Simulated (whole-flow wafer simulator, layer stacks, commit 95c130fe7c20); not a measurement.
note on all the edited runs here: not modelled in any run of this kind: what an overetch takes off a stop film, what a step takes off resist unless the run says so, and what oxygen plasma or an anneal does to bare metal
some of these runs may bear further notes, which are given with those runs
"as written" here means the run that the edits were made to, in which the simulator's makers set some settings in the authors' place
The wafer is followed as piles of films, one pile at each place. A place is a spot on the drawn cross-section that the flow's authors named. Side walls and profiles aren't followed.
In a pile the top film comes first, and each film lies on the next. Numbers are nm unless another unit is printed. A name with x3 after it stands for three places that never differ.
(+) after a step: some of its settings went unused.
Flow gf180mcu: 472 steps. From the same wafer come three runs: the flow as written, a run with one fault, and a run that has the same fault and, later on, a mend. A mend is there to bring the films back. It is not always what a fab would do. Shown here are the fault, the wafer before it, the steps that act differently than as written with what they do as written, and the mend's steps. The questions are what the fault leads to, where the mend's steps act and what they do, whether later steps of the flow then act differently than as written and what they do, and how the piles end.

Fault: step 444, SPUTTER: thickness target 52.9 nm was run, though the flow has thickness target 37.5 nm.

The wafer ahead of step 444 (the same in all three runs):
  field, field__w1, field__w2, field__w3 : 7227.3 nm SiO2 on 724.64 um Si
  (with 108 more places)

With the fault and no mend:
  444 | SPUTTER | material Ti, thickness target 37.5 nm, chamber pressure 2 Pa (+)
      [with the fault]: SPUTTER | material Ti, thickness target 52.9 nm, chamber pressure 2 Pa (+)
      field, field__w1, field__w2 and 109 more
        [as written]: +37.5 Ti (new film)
        [with the fault]: +52.9 Ti (new film)
  Later steps of the flow acting differently than as written (4 more steps, not shown, differ only slightly: by at most 2% or 0.5 nm, whichever is larger):
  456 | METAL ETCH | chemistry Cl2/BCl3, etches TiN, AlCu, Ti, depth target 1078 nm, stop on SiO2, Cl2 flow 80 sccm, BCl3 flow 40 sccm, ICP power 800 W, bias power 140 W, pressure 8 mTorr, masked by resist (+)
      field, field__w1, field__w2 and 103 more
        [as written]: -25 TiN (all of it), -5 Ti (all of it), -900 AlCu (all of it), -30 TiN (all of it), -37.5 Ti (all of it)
        [with the fault]: -25 TiN (all of it), -5 Ti (all of it), -900 AlCu (all of it), -30 TiN (all of it), -52.9 Ti (all of it)
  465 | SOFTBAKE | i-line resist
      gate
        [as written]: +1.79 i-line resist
        [with the fault]: -0.23 i-line resist
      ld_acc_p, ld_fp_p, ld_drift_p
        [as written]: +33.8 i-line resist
        [with the fault]: +27.6 i-line resist
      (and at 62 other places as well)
  By the end, the piles at field__w8, contact, m1, m1__w1, pad, m1_nw depart from the flow's by more than 2% or 0.5 nm, whichever is larger.
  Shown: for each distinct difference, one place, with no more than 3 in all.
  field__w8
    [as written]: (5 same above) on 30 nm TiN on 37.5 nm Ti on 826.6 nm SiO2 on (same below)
    [with the fault]: (5 same above) on 30 nm TiN on 52.9 nm Ti on 826.6 nm SiO2 on (same below)
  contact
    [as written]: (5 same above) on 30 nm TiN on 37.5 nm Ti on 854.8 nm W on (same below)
    [with the fault]: (5 same above) on 30 nm TiN on 52.9 nm Ti on 854.8 nm W on (same below)
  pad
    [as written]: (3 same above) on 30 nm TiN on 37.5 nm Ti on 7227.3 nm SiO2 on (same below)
    [with the fault]: (3 same above) on 30 nm TiN on 52.9 nm Ti on 7227.3 nm SiO2 on (same below)

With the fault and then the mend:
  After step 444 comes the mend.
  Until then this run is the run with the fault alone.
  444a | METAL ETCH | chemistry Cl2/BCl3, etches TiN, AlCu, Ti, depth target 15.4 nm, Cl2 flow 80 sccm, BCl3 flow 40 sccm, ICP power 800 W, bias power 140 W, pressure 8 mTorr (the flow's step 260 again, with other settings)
      field, field__w1, field__w2 and 109 more
        -15.4 Ti
  Every later step of the flow that is run acts as written at every place that is followed.
  The piles end the same as the flow's at every place that both follow.
